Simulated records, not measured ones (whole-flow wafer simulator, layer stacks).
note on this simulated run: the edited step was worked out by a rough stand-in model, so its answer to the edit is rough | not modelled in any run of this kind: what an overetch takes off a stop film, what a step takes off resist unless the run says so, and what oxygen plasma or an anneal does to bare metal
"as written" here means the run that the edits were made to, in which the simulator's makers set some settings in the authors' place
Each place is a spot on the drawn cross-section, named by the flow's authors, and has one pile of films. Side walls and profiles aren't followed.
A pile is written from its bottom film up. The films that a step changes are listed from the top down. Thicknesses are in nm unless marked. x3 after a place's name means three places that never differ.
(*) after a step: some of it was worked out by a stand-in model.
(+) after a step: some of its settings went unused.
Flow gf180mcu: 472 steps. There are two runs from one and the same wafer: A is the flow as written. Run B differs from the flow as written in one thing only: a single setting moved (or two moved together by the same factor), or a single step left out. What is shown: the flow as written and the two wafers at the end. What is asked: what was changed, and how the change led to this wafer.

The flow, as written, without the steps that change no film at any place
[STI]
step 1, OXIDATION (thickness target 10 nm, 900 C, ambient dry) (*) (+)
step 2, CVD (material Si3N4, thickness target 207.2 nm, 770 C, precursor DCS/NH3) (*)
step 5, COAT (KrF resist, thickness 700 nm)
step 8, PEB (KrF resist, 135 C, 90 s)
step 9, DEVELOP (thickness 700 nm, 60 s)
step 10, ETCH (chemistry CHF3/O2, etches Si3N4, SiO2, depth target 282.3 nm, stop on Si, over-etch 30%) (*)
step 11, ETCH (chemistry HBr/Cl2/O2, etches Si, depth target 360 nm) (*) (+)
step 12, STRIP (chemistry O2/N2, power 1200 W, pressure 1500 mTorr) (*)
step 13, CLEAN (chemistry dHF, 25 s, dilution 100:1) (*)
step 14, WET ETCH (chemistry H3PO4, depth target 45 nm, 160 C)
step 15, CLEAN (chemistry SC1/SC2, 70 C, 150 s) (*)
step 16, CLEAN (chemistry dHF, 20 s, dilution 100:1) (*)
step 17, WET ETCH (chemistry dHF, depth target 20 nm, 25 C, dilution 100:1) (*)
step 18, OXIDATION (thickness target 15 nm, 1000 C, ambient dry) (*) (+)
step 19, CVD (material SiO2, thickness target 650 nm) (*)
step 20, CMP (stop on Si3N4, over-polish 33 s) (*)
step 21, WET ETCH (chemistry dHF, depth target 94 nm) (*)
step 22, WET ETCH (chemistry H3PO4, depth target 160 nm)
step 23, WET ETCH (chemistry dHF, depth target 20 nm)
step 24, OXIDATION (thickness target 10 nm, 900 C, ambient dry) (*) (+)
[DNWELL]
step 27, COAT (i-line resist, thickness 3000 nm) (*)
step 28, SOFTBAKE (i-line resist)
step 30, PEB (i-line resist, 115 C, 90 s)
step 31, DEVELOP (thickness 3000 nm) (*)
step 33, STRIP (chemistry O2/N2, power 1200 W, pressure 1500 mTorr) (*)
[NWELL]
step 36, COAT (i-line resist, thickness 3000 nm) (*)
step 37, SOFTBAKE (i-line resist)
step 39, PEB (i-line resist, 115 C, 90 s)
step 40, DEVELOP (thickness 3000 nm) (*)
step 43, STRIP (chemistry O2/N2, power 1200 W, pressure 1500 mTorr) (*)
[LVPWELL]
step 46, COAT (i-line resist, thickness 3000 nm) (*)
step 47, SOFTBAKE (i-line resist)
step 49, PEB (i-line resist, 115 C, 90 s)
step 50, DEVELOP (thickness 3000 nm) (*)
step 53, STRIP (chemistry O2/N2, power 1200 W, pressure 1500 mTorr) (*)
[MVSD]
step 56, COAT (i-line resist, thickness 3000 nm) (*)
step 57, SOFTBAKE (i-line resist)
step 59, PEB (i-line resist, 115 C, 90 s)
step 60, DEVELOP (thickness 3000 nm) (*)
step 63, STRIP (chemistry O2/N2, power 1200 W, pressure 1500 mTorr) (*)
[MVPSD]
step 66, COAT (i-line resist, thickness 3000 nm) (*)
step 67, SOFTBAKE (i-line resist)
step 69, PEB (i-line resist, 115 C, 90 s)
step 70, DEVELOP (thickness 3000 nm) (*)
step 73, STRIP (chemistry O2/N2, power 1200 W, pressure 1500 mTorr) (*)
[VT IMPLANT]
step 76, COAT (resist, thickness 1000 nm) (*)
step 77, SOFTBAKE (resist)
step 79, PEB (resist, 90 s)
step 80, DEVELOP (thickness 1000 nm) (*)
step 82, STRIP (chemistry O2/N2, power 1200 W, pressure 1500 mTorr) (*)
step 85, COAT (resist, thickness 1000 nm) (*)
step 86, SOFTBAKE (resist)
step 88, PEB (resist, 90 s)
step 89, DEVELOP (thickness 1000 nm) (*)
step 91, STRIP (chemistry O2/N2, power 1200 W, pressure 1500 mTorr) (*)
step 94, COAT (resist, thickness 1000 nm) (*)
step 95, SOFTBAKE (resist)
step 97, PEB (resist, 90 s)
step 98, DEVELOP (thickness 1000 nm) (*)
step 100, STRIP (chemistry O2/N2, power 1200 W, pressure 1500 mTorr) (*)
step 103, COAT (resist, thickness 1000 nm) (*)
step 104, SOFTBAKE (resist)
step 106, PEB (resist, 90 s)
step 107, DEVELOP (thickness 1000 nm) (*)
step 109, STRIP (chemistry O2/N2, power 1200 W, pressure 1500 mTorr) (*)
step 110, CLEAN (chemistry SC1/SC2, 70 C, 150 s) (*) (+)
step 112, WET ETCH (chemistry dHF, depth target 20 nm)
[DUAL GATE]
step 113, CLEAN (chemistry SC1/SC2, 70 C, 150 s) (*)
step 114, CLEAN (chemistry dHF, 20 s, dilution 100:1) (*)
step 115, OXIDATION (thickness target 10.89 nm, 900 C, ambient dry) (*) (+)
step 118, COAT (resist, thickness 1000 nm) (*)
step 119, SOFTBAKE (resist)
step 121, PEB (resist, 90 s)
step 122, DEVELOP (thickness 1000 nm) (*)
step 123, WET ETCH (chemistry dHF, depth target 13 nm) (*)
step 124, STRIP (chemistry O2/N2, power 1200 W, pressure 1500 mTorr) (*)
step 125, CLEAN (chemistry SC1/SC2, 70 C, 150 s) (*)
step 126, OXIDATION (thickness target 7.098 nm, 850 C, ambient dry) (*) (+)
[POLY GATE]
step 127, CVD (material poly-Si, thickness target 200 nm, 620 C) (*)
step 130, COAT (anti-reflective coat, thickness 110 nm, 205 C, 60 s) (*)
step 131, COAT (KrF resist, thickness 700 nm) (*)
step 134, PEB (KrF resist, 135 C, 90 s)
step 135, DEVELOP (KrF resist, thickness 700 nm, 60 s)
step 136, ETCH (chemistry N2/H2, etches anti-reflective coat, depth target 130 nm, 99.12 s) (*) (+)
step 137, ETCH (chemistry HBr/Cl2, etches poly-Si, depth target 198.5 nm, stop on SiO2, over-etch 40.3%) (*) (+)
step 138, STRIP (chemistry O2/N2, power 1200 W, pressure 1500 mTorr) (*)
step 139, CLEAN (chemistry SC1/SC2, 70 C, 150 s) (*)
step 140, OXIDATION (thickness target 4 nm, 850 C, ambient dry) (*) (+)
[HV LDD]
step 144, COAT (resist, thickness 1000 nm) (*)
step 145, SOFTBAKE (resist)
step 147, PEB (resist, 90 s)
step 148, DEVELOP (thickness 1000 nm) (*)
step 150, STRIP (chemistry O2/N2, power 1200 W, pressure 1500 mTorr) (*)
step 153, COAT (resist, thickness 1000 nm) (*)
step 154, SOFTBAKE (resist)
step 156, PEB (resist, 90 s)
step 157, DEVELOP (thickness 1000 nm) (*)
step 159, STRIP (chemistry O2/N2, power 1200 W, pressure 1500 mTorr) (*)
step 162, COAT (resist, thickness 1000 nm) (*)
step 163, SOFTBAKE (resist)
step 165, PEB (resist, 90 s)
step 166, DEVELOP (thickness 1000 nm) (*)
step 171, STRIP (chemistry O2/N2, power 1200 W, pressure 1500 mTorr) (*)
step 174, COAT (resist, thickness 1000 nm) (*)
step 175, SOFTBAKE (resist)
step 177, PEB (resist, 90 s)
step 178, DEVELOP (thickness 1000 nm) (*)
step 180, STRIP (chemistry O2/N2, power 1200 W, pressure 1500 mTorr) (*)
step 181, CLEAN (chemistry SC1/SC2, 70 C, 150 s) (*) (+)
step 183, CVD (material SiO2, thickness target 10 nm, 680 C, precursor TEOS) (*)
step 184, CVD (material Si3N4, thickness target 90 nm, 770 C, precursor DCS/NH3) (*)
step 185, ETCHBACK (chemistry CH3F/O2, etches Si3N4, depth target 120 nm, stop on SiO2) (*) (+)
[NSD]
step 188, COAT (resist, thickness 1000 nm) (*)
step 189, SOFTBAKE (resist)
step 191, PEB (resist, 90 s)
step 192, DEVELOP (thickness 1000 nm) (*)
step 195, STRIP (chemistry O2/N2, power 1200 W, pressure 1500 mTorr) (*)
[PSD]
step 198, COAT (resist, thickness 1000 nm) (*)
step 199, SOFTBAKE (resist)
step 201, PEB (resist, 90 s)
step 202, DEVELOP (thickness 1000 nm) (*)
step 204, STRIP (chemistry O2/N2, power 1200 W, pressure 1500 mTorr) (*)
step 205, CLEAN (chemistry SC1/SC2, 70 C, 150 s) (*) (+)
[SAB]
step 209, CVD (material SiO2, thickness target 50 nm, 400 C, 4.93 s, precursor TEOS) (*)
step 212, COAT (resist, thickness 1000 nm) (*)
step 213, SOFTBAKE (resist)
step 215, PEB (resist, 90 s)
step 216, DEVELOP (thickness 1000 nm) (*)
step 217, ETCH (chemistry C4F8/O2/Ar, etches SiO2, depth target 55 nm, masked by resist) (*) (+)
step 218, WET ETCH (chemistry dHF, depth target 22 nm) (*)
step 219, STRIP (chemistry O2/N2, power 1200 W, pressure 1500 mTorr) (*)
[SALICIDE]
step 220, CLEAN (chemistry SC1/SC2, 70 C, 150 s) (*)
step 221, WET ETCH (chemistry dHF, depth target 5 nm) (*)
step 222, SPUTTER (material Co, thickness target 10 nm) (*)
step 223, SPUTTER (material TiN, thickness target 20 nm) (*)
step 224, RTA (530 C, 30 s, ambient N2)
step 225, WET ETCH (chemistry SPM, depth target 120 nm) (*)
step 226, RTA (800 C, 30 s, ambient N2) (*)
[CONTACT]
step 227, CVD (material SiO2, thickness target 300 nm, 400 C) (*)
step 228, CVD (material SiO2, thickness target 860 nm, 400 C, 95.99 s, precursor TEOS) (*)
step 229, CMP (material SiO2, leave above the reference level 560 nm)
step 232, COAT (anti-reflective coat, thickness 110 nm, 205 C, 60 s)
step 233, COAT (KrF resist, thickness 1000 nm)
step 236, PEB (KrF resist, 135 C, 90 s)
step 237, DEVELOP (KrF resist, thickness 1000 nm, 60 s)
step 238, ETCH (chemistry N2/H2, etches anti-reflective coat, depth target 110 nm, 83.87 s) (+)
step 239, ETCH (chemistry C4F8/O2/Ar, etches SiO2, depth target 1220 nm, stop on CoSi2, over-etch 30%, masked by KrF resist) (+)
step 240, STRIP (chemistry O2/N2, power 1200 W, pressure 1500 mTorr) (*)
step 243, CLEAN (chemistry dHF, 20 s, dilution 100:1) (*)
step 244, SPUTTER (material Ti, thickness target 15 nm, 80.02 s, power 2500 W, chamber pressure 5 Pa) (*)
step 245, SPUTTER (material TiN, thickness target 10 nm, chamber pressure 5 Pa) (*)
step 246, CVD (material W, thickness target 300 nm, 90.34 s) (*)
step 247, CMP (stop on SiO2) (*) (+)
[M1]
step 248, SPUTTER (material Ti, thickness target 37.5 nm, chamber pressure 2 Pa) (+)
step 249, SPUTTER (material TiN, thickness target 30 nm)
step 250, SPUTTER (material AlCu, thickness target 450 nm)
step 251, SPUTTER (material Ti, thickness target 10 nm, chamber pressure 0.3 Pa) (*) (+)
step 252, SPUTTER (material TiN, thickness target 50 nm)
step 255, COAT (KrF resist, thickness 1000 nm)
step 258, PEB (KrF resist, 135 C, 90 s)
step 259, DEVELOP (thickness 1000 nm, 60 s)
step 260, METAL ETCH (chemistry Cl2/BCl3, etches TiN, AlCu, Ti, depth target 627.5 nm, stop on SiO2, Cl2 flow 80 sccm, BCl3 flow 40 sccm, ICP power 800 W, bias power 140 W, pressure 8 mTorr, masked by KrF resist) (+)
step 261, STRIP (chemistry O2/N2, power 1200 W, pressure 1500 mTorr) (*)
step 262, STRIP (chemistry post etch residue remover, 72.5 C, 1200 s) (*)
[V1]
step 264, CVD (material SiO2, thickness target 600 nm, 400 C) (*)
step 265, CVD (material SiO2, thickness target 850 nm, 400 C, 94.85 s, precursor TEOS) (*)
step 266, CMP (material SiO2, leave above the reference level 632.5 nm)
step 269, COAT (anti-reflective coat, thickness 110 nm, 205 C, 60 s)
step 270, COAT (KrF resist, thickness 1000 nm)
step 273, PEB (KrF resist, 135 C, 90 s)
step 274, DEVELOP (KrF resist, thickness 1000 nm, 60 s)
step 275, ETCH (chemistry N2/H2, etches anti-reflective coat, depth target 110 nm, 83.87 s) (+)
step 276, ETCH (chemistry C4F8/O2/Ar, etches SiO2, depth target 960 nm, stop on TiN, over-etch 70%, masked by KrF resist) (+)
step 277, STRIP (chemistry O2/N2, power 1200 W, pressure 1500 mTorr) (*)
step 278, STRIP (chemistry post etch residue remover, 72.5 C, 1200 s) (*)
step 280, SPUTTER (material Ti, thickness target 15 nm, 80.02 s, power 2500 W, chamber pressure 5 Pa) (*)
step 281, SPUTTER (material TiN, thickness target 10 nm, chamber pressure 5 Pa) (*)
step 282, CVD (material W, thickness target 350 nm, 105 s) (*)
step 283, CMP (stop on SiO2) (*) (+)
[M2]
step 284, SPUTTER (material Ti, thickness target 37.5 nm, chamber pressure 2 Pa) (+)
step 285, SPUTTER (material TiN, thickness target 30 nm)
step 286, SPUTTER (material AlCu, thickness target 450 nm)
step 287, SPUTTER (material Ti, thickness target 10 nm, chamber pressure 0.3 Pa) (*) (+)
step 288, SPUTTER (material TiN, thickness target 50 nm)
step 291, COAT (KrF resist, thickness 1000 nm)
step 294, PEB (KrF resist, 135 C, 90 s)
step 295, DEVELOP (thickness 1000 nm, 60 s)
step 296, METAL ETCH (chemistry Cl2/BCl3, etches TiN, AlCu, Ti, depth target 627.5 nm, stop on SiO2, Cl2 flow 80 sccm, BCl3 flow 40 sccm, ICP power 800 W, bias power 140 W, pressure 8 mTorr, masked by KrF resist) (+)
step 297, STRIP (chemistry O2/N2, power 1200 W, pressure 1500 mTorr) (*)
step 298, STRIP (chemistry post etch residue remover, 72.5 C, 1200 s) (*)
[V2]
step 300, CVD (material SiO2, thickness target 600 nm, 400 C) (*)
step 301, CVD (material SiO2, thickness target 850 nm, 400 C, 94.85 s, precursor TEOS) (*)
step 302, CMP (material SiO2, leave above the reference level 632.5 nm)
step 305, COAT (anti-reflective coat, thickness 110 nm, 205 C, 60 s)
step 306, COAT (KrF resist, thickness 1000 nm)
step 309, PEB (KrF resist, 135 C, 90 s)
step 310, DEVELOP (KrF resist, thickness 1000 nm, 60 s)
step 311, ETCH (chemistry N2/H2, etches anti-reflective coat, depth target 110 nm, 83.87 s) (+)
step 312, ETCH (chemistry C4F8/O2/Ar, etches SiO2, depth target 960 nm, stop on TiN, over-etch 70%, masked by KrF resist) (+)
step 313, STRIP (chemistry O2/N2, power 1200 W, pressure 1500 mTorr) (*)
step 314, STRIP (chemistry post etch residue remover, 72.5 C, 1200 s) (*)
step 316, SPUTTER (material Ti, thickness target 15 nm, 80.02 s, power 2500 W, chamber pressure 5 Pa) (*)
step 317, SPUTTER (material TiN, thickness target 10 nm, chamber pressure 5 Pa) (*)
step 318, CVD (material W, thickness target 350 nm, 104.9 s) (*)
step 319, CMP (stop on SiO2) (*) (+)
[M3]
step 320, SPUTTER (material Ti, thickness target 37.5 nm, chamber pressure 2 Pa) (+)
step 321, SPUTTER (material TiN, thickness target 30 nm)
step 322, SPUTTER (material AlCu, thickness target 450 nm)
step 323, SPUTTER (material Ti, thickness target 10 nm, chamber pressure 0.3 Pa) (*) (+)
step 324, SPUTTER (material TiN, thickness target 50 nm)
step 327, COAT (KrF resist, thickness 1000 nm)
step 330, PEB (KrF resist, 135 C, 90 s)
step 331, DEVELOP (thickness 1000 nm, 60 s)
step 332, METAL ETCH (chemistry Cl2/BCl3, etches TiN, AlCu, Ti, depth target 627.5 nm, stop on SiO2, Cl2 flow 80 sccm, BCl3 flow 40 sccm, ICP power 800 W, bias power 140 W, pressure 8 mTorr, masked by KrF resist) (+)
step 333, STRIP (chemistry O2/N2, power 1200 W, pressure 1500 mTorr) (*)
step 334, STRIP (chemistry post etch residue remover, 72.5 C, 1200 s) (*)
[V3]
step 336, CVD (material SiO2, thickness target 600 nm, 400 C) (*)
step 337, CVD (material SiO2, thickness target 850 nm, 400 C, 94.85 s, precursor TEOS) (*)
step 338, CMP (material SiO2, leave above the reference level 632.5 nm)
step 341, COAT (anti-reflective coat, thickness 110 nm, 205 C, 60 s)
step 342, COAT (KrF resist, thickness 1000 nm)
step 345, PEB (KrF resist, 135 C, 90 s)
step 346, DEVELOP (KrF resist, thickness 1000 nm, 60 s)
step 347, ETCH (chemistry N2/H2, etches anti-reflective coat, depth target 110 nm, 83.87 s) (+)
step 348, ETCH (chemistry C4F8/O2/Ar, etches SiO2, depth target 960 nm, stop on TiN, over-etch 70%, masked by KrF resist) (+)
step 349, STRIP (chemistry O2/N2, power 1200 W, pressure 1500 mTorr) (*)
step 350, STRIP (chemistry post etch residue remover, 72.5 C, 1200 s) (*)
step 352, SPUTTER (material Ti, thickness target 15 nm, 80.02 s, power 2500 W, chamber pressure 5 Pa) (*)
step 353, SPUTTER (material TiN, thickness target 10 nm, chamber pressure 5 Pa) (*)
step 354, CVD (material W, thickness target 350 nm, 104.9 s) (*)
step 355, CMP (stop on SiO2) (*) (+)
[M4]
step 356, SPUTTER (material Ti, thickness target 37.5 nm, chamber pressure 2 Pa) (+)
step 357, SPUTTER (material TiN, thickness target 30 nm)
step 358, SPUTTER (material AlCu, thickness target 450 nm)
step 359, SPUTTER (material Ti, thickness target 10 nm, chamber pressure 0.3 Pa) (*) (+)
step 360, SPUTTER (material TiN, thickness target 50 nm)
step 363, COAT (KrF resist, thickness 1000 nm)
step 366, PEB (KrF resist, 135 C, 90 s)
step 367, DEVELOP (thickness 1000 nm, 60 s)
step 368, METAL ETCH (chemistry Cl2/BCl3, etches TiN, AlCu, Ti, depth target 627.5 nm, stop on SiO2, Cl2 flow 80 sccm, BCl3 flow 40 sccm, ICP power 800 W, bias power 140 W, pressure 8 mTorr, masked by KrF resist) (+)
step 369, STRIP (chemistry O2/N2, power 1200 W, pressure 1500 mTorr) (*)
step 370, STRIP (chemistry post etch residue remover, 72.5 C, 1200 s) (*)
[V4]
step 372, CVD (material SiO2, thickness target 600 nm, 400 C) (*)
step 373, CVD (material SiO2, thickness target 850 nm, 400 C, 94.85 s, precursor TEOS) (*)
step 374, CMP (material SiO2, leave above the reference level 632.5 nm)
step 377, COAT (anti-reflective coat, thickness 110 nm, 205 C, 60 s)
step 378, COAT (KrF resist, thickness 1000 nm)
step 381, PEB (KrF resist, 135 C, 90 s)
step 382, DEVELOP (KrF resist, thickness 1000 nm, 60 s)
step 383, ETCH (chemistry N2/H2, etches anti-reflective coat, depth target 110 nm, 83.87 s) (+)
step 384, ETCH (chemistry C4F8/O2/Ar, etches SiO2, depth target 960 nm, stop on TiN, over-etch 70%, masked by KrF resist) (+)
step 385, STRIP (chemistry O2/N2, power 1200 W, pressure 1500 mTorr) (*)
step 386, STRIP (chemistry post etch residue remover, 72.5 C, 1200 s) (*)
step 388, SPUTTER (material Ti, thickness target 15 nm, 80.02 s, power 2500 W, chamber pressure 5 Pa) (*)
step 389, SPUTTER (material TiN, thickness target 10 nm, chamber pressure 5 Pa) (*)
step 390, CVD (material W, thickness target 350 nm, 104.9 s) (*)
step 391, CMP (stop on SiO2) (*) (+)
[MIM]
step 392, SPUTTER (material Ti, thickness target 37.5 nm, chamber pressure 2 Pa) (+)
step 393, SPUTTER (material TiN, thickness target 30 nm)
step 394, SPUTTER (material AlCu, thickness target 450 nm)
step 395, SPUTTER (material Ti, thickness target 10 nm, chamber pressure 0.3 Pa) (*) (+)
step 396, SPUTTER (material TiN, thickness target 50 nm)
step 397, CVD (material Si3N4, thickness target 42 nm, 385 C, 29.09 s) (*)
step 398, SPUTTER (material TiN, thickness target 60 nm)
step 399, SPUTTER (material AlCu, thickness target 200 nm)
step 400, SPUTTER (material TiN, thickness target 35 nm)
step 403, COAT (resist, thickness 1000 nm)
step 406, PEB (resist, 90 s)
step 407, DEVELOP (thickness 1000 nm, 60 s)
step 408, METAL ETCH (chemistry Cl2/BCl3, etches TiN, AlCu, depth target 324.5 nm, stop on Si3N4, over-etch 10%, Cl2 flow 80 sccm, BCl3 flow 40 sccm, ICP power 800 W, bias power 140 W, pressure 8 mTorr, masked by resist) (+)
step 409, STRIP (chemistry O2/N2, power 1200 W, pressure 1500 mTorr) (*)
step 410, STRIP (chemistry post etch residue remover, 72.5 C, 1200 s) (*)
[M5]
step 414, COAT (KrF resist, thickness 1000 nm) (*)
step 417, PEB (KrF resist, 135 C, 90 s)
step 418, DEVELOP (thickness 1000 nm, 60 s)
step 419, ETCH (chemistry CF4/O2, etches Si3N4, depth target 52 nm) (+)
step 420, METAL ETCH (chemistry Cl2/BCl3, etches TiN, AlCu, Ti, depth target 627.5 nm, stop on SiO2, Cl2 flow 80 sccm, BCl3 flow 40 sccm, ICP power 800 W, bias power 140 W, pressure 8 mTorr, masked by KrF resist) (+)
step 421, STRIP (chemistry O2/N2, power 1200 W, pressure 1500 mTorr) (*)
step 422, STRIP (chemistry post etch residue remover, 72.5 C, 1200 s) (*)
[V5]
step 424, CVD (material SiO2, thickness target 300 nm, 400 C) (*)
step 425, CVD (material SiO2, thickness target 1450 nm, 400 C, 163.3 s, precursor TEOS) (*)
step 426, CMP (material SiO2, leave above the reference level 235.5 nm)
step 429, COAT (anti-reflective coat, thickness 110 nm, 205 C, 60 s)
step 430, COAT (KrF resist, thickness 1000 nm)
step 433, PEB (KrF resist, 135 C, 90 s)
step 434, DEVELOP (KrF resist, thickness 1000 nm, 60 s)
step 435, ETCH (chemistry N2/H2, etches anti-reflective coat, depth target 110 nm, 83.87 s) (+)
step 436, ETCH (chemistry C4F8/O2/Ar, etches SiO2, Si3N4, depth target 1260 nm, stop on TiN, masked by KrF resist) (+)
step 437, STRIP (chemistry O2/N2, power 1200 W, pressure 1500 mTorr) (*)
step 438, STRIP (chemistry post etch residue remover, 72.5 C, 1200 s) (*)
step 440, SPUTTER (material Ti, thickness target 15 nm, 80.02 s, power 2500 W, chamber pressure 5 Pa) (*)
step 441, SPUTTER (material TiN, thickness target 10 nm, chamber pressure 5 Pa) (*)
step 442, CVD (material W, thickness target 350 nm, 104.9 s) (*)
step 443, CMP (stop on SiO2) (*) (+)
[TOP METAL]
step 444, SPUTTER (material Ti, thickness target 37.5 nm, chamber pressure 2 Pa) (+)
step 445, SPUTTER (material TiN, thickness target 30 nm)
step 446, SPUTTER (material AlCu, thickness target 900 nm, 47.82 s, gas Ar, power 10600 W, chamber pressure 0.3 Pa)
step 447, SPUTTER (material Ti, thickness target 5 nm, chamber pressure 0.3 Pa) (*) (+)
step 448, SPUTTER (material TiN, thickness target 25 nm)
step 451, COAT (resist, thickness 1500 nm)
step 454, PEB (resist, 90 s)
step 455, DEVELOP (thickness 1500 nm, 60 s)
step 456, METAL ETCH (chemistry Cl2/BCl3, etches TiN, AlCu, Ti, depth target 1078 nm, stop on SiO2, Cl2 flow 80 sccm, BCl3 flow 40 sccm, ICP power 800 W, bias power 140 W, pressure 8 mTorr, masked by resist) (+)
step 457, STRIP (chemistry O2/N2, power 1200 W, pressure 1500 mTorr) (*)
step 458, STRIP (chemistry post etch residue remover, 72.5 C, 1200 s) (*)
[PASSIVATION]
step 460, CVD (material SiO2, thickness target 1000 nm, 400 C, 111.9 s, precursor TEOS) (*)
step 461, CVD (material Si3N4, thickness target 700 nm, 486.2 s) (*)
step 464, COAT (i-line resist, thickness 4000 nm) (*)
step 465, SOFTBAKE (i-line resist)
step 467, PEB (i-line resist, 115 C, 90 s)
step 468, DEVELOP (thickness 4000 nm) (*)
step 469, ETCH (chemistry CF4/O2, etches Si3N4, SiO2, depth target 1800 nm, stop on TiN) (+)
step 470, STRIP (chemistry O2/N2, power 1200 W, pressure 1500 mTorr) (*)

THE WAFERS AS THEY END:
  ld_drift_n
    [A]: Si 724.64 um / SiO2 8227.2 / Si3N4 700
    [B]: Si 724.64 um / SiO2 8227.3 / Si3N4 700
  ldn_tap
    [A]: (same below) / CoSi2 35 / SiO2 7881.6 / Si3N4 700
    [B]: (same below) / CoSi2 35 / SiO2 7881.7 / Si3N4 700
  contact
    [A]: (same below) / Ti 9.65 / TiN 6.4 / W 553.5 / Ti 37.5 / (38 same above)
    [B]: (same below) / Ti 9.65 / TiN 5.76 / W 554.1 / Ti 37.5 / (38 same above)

Cause: step 281, SPUTTER: thickness target 9 nm was run, whereas the flow has thickness target 10 nm.

The path from the change to this, step by step:
  step 281, SPUTTER (material TiN, thickness target 10 nm, chamber pressure 5 Pa) (*)
      field, field__w1, field__w2 and 107 more: A +10 TiN (new film) | B +9 TiN (new film)
      contact: A +6.4 TiN (new film) | B +5.76 TiN (new film)
  step 283, CMP (stop on SiO2) (*) (+)
      field, field__w1, field__w2 and 107 more: A -350 W (all of it), -10 TiN (all of it), -15 Ti (all of it), -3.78 SiO2 | B -350 W (all of it), -9 TiN (all of it), -15 Ti (all of it), -3.77 SiO2
